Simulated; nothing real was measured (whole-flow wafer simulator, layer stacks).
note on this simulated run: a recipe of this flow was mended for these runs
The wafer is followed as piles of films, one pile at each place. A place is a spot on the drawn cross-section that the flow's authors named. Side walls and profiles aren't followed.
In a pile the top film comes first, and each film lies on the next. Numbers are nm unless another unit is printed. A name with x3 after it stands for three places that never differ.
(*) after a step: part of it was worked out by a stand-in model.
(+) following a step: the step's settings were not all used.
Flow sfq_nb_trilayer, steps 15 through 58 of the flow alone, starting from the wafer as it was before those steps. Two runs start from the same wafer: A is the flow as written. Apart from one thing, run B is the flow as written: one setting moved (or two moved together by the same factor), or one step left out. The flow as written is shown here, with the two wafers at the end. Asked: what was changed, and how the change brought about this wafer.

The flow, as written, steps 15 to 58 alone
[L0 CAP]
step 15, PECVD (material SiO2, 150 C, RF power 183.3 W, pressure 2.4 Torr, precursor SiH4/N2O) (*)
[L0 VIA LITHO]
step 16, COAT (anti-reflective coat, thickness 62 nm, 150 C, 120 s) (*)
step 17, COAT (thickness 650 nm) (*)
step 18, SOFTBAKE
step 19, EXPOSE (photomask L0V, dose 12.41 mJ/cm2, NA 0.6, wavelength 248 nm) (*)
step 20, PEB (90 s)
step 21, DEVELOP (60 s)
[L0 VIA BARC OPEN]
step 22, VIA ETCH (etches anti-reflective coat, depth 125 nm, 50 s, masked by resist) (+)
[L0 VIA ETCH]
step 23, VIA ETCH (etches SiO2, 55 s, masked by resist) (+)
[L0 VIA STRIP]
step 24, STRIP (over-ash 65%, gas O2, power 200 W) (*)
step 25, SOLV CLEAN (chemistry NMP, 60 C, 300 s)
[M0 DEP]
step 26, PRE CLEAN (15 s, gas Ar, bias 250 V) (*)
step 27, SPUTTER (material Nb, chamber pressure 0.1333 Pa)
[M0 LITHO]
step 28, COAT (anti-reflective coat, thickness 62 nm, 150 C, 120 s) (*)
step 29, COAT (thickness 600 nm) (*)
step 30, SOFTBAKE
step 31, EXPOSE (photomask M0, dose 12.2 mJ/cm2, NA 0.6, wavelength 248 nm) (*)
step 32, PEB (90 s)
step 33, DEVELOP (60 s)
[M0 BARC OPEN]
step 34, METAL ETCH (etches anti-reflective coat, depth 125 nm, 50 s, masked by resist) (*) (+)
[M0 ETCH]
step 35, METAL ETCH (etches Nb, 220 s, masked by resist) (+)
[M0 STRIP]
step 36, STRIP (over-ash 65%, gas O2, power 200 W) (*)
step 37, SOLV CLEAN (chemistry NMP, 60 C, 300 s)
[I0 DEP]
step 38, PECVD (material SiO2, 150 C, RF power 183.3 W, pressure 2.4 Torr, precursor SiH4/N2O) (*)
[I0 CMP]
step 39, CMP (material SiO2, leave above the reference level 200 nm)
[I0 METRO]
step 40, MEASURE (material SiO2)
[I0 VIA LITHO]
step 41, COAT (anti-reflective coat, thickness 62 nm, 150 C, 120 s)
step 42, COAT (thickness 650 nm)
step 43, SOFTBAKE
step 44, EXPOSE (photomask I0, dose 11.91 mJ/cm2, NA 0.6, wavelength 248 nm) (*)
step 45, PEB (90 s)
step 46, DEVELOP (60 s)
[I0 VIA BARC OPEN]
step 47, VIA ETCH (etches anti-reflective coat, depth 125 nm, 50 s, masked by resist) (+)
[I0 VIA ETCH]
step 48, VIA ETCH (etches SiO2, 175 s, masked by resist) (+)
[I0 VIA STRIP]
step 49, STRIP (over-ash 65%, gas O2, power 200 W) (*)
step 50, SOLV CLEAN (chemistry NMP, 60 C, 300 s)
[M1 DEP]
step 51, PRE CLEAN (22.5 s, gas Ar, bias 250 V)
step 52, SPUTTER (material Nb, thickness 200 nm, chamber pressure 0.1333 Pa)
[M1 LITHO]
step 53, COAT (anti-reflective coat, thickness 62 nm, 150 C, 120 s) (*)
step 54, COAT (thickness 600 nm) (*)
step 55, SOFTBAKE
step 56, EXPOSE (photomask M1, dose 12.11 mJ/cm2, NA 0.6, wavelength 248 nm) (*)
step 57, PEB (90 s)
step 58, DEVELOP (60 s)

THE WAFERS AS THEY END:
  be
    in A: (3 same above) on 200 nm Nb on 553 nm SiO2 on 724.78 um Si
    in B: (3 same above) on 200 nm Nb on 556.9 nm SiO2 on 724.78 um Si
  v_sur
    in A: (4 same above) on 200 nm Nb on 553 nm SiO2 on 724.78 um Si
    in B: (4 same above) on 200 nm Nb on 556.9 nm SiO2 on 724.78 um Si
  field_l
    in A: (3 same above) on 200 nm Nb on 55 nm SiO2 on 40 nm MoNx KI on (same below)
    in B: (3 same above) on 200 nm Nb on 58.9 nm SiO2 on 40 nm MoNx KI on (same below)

Cause: step 15, PECVD: RF power 208 W was run, whereas the flow has RF power 183.3 W.

Step by step, how the change led to this:
  step 15, PECVD (material SiO2, 150 C, RF power 183.3 W, pressure 2.4 Torr, precursor SiH4/N2O) (*)
      v_sur, via_wl, via_w and 97 more: A SiO2 gains 60 | B SiO2 gains 63.9
      field_l, l0_sur, l0v, l0r_line_l, l0r_line_c, l0r_line_r: A SiO2 gains 60 (new film) | B SiO2 gains 63.9 (new film)
  step 23, VIA ETCH (etches SiO2, 55 s, masked by resist) (+)
      l0v: A SiO2 loses 59.7 (all of it), MoNx KI loses 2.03 | B SiO2 loses 63.5 (all of it), MoNx KI loses 1.65
  step 28, COAT (anti-reflective coat, thickness 62 nm, 150 C, 120 s) (*)
      l0_sur: A anti-reflective coat gains 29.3 (new film) | B anti-reflective coat gains 28.1 (new film)
  step 36, STRIP (over-ash 65%, gas O2, power 200 W) (*)
      l0_sur: A KrF-resist-other-grade loses 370 (all of it), anti-reflective coat loses 29.3 (all of it) | B KrF-resist-other-grade loses 370.5 (all of it), anti-reflective coat loses 28.1 (all of it)
